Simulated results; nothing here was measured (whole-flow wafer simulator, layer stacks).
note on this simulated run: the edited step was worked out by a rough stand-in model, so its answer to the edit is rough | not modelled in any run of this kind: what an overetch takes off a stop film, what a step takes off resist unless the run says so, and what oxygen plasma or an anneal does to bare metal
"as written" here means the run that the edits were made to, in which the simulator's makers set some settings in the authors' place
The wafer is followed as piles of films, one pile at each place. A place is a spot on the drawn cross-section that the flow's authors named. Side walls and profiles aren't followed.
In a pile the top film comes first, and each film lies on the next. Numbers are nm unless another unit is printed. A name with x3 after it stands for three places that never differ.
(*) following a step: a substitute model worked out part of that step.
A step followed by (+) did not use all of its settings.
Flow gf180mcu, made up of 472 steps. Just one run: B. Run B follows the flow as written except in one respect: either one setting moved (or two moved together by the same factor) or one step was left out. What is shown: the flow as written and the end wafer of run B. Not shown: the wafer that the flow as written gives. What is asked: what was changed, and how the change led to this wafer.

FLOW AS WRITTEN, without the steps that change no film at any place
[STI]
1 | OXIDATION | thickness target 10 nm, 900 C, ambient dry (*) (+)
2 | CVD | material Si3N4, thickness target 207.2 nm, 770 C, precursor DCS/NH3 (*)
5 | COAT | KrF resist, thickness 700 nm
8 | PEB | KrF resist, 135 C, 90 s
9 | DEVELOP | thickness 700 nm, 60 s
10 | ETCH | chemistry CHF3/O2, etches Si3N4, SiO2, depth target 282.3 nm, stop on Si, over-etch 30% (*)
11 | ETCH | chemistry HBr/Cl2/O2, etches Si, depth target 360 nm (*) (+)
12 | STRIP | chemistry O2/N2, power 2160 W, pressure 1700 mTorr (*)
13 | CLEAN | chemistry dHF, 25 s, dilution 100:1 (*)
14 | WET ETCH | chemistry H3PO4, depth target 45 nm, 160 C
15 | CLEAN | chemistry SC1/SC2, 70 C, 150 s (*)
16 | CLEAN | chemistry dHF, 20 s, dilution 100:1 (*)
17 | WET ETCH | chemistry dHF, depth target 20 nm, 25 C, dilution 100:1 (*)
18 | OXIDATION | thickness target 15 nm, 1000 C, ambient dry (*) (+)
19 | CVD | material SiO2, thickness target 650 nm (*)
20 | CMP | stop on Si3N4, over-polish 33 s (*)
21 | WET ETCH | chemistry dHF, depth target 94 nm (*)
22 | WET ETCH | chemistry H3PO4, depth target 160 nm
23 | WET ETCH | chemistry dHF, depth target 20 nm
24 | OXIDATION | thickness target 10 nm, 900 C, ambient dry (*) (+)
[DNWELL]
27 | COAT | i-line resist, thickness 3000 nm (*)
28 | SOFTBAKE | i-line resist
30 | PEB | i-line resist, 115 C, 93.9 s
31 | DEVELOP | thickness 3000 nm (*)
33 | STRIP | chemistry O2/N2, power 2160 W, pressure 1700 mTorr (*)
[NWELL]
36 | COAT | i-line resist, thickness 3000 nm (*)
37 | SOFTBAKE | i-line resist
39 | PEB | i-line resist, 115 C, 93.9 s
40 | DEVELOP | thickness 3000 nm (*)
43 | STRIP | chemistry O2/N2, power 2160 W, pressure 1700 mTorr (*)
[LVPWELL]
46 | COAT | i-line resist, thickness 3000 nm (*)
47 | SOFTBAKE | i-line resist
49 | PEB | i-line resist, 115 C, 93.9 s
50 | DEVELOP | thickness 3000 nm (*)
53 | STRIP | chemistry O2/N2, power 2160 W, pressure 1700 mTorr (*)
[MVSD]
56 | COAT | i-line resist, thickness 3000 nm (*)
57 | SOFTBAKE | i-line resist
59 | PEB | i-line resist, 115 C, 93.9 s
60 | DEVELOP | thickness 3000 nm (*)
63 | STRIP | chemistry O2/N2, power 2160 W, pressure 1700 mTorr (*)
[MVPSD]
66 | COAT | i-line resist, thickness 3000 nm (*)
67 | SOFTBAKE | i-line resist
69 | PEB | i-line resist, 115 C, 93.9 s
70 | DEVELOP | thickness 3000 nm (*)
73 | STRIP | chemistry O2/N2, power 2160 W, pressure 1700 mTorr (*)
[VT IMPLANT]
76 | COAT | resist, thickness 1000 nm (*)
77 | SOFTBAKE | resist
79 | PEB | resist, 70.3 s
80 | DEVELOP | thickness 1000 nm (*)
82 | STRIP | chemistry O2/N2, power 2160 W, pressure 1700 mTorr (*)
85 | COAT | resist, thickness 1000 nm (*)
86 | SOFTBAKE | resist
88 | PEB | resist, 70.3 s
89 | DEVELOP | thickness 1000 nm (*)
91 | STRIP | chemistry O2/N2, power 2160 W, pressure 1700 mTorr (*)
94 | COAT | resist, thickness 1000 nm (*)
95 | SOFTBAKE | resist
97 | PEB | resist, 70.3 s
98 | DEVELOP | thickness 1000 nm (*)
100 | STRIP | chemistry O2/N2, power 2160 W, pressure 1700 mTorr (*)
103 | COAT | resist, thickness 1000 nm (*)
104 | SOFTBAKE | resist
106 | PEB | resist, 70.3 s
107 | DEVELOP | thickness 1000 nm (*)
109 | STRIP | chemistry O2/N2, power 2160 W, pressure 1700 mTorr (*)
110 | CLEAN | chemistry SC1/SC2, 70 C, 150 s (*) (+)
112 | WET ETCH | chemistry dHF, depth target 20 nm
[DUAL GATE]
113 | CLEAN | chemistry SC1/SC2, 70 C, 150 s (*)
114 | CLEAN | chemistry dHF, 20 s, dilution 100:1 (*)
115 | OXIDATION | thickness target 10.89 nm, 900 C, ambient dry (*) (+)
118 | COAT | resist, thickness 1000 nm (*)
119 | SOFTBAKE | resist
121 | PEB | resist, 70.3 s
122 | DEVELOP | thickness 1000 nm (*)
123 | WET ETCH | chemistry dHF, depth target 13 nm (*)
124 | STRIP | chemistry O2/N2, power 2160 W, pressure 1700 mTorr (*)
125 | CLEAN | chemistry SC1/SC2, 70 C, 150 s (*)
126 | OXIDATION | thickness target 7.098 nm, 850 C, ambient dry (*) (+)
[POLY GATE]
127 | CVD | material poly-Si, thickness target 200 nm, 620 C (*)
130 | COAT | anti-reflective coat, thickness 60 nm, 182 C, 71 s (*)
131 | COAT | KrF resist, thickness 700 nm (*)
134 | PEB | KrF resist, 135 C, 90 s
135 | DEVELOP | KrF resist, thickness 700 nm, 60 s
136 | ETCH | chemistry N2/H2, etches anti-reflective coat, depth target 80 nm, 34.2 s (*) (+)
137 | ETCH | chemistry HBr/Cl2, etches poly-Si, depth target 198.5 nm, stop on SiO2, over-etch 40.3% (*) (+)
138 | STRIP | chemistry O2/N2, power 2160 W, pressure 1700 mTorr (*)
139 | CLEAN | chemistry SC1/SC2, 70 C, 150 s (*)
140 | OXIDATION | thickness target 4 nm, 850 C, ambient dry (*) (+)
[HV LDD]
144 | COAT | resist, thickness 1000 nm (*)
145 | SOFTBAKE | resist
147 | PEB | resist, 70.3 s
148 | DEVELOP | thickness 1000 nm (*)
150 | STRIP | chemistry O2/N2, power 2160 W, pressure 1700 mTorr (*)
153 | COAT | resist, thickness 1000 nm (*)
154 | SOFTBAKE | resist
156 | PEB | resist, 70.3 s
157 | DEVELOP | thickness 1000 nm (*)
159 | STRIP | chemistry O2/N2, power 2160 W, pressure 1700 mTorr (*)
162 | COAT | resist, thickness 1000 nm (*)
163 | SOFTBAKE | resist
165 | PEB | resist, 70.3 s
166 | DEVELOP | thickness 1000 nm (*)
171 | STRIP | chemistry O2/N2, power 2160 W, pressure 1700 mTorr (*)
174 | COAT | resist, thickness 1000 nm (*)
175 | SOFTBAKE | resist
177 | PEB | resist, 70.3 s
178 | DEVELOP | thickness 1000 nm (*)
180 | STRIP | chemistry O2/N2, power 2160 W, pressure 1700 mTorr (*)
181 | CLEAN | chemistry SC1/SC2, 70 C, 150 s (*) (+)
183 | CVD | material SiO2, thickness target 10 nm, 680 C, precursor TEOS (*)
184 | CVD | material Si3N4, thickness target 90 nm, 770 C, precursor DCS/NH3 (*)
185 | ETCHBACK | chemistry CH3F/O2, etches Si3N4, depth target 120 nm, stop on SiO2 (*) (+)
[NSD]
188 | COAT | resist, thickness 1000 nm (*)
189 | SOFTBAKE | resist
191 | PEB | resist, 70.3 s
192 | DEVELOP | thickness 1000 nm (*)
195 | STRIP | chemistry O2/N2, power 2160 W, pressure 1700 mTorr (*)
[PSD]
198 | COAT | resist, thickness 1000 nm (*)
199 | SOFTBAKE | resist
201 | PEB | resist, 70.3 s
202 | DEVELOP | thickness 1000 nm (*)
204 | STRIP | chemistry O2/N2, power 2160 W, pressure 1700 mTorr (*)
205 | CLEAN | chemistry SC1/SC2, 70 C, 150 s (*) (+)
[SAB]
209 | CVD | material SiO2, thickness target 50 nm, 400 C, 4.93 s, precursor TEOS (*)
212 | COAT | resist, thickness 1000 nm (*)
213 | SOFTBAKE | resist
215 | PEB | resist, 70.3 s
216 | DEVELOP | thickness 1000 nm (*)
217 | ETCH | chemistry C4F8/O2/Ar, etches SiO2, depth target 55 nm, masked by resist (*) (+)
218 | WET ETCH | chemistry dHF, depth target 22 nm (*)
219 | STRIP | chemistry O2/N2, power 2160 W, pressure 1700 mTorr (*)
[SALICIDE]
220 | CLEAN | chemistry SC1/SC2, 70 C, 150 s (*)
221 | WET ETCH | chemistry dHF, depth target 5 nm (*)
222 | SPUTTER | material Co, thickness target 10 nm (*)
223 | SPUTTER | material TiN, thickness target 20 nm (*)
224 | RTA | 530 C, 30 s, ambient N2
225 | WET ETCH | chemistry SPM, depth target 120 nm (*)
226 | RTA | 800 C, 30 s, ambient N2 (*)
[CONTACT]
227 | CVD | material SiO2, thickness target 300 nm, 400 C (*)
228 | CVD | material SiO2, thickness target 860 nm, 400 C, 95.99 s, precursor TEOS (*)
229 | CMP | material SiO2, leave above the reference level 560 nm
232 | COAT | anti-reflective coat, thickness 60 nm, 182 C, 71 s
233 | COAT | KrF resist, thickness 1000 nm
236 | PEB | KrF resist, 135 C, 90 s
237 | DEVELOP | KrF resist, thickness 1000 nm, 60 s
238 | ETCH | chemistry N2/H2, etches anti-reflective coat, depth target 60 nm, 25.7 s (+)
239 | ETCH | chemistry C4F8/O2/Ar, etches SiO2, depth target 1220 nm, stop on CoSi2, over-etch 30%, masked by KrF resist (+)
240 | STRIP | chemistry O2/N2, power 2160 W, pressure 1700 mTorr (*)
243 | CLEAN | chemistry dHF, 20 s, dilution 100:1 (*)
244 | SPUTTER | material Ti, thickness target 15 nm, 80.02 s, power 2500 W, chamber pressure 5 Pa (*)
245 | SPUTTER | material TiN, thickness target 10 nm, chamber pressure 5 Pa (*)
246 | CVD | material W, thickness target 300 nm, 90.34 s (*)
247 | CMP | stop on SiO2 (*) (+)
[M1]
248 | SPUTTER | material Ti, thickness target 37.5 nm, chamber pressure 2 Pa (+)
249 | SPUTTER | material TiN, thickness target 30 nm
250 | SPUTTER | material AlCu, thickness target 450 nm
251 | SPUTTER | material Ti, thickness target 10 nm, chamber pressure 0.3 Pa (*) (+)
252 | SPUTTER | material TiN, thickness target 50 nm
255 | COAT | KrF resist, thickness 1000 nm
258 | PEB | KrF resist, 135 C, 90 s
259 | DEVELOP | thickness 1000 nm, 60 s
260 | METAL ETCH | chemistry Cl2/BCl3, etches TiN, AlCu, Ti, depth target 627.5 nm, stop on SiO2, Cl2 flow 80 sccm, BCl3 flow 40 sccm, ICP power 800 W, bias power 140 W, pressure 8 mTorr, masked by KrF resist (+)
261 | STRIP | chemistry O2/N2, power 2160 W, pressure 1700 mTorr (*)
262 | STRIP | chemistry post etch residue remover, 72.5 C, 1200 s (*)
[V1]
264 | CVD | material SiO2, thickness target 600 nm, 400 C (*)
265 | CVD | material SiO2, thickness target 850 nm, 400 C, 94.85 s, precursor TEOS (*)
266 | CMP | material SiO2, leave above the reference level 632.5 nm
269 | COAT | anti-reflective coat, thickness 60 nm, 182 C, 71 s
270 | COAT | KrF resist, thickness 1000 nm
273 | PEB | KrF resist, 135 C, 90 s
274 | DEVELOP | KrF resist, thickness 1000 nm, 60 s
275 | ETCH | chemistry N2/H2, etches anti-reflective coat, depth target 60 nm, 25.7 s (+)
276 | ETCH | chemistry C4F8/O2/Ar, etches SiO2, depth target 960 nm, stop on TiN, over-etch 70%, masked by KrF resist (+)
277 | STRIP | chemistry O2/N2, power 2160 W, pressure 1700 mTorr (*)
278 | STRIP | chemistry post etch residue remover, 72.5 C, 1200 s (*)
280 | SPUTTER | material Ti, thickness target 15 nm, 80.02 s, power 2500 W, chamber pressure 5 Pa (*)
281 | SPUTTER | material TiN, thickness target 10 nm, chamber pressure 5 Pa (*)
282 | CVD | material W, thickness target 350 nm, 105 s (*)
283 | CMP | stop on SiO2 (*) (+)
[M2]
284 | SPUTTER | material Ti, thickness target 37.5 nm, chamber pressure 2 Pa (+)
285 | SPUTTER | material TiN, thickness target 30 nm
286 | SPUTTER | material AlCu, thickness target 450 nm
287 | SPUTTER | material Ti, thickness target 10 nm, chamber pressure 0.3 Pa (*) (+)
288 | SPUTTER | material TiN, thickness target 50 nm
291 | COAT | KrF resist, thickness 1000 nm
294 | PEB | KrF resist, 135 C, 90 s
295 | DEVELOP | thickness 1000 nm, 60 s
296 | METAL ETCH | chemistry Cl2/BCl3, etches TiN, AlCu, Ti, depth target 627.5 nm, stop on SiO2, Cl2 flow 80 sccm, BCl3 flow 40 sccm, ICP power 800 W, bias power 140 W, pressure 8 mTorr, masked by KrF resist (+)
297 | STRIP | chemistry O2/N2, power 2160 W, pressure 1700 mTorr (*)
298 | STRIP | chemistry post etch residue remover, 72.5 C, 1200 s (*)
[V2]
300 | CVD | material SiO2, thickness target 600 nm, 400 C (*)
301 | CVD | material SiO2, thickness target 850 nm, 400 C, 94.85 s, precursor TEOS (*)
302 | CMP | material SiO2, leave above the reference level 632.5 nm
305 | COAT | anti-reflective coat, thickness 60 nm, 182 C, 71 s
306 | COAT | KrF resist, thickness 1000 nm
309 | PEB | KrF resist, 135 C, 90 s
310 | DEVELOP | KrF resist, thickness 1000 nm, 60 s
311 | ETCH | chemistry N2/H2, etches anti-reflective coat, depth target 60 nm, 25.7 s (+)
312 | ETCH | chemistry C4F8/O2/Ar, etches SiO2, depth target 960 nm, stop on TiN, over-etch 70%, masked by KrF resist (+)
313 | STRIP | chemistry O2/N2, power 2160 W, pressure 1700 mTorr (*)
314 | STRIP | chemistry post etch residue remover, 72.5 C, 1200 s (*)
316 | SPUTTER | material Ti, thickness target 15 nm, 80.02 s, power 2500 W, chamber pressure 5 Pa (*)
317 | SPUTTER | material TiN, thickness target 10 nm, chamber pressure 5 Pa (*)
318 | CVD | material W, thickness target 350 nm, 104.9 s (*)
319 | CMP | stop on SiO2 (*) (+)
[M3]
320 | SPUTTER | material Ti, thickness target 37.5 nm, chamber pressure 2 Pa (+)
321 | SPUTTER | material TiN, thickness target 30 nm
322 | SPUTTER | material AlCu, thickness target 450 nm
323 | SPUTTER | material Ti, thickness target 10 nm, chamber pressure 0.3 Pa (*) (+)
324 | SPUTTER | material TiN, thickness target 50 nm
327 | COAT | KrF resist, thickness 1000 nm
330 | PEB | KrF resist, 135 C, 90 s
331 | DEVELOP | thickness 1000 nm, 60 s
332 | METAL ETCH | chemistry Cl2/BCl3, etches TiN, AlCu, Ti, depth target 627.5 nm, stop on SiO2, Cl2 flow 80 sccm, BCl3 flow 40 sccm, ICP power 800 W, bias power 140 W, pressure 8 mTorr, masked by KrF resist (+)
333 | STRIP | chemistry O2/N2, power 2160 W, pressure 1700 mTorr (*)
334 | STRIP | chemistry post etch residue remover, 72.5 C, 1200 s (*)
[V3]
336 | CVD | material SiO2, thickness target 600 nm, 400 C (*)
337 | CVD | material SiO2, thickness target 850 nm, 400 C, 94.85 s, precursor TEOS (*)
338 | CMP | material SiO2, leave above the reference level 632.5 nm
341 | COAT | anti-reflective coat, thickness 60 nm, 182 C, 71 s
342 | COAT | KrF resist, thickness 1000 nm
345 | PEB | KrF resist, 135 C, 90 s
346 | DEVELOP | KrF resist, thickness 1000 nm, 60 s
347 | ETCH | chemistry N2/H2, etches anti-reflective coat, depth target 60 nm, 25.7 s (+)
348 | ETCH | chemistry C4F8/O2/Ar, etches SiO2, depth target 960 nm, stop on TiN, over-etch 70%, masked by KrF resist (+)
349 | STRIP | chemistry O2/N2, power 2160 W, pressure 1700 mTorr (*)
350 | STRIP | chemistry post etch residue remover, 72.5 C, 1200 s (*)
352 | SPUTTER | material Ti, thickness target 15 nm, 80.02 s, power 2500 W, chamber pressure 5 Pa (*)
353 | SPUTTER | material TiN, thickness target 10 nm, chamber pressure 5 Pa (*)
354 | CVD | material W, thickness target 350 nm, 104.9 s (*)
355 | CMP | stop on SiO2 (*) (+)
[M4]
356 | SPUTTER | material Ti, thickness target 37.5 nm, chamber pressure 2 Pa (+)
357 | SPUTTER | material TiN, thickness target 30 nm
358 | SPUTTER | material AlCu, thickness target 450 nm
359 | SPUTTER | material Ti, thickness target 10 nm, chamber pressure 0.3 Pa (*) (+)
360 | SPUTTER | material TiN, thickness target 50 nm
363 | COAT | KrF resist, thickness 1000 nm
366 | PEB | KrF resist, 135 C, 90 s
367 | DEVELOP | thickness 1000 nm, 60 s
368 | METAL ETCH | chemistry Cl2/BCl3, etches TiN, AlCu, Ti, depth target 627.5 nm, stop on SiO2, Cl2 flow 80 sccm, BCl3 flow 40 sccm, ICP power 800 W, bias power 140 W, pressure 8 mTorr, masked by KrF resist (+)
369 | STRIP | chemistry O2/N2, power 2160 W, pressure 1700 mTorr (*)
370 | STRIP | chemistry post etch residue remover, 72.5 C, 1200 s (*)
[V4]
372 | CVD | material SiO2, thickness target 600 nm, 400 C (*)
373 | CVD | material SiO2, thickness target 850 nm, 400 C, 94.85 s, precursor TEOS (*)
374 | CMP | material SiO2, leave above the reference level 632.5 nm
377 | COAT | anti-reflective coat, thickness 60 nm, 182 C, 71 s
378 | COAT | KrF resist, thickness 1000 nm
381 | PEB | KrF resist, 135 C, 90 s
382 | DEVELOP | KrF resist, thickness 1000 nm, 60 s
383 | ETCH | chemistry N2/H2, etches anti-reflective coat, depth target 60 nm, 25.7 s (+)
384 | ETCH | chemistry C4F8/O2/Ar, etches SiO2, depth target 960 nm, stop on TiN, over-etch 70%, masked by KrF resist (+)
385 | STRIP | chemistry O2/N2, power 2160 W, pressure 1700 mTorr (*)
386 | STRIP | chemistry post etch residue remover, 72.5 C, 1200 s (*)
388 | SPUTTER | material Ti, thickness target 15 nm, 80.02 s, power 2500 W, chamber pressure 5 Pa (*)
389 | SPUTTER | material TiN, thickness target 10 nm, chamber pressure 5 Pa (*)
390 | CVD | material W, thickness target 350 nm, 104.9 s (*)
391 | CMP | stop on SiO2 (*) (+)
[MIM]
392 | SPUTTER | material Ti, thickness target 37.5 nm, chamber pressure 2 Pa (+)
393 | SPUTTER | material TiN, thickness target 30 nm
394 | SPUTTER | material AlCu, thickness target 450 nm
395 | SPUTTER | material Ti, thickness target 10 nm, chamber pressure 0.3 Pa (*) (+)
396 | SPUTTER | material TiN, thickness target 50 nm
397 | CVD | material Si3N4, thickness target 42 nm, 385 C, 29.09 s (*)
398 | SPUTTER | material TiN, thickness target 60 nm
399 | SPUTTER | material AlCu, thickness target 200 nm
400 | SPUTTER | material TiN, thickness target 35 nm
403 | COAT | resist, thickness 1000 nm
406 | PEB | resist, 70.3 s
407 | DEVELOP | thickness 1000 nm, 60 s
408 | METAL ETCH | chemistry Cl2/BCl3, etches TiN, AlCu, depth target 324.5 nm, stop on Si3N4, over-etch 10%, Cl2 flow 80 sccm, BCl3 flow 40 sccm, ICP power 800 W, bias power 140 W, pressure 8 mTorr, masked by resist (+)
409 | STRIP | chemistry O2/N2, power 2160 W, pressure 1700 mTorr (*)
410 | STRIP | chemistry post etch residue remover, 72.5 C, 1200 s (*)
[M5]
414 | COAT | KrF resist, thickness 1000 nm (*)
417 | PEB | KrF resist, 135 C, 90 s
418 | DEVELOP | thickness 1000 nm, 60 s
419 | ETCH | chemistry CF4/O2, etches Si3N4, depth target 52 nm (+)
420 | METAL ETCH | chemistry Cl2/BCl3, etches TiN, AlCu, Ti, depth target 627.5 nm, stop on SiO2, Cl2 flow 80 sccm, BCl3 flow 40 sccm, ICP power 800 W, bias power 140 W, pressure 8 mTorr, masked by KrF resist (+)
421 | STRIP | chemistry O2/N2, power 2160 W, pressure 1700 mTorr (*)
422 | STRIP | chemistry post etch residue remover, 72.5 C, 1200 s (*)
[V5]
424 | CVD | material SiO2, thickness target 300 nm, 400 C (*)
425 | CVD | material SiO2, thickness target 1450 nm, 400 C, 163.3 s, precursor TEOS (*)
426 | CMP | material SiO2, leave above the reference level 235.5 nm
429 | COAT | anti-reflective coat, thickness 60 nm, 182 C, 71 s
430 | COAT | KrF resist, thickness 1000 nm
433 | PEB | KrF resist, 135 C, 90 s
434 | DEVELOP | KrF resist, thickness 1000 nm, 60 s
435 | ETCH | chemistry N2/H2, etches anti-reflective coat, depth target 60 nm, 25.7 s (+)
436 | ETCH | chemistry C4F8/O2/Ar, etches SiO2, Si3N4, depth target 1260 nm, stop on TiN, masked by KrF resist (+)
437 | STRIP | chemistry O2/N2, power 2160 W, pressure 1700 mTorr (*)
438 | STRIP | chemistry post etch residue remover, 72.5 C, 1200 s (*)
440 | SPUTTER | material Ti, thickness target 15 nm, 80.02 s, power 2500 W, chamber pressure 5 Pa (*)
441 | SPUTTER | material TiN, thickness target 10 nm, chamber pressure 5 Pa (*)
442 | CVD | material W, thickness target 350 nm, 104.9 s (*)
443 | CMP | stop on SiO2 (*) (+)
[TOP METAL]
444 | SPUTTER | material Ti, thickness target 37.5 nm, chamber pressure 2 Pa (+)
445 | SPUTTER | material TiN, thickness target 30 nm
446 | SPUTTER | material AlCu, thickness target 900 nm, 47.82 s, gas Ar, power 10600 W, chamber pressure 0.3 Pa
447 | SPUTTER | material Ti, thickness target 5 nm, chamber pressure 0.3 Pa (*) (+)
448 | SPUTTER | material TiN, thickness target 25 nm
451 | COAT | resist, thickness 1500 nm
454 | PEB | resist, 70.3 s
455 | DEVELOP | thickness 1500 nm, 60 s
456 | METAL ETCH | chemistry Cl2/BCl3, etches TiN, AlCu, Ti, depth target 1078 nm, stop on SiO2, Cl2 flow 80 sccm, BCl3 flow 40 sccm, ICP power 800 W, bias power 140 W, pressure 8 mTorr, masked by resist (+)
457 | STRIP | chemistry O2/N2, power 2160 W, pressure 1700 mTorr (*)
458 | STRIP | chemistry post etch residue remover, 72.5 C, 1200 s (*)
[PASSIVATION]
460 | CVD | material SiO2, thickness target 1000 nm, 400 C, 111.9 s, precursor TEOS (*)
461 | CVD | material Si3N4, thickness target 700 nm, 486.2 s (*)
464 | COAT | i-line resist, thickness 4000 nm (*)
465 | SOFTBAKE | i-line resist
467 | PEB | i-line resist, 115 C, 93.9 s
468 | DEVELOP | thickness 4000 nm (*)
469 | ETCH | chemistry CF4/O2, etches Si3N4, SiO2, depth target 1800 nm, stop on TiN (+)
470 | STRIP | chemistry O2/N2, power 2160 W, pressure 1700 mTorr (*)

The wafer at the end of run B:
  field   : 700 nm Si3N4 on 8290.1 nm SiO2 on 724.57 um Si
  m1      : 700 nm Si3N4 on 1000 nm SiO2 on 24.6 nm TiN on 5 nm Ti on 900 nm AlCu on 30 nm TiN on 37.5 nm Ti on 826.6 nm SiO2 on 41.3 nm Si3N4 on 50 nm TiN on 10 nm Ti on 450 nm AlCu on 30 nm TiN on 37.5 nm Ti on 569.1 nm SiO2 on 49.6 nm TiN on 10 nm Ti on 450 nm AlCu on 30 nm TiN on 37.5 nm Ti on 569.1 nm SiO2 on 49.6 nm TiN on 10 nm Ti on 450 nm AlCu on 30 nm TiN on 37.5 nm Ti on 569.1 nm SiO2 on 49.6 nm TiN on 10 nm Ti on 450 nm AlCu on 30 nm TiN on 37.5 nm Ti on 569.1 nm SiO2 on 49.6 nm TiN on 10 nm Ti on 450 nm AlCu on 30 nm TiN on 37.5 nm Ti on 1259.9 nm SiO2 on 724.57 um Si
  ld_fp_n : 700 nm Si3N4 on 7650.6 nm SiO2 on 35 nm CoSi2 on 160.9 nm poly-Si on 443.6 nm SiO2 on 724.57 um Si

The reason: step 11, ETCH: depth target 423 nm was run, whereas the flow has depth target 360 nm.

Step by step, how the change led to this:
  11 | ETCH | chemistry HBr/Cl2/O2, etches Si, depth target 360 nm (*) (+)
      active, n_well, p_well and 40 more: -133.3 KrF resist (in the flow as written it would be: -112.3 KrF resist)
      field, field_sub, sti and 34 more: -400 Si (in the flow as written it would be: -337 Si)
  12 | STRIP | chemistry O2/N2, power 2160 W, pressure 1700 mTorr (*)
      active, n_well, p_well and 40 more: -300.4 KrF resist (all of it) (in the flow as written it would be: -321.4 KrF resist (all of it))
  19 | CVD | material SiO2, thickness target 650 nm (*)
      m1, ld_fp_n, ld_drift_n and 8 more: +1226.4 SiO2 (in the flow as written it would be: +1163.4 SiO2)
  20 | CMP | stop on Si3N4, over-polish 33 s (*)
      sti, mim_1p0, pad and 11 more: -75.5 SiO2 (in the flow as written it would be: -138.5 SiO2)
      nw_enc_fld, nw_enc_fld_lv: -79.5 SiO2 (in the flow as written it would be: -142.5 SiO2)
      (as well as at 10 more places)
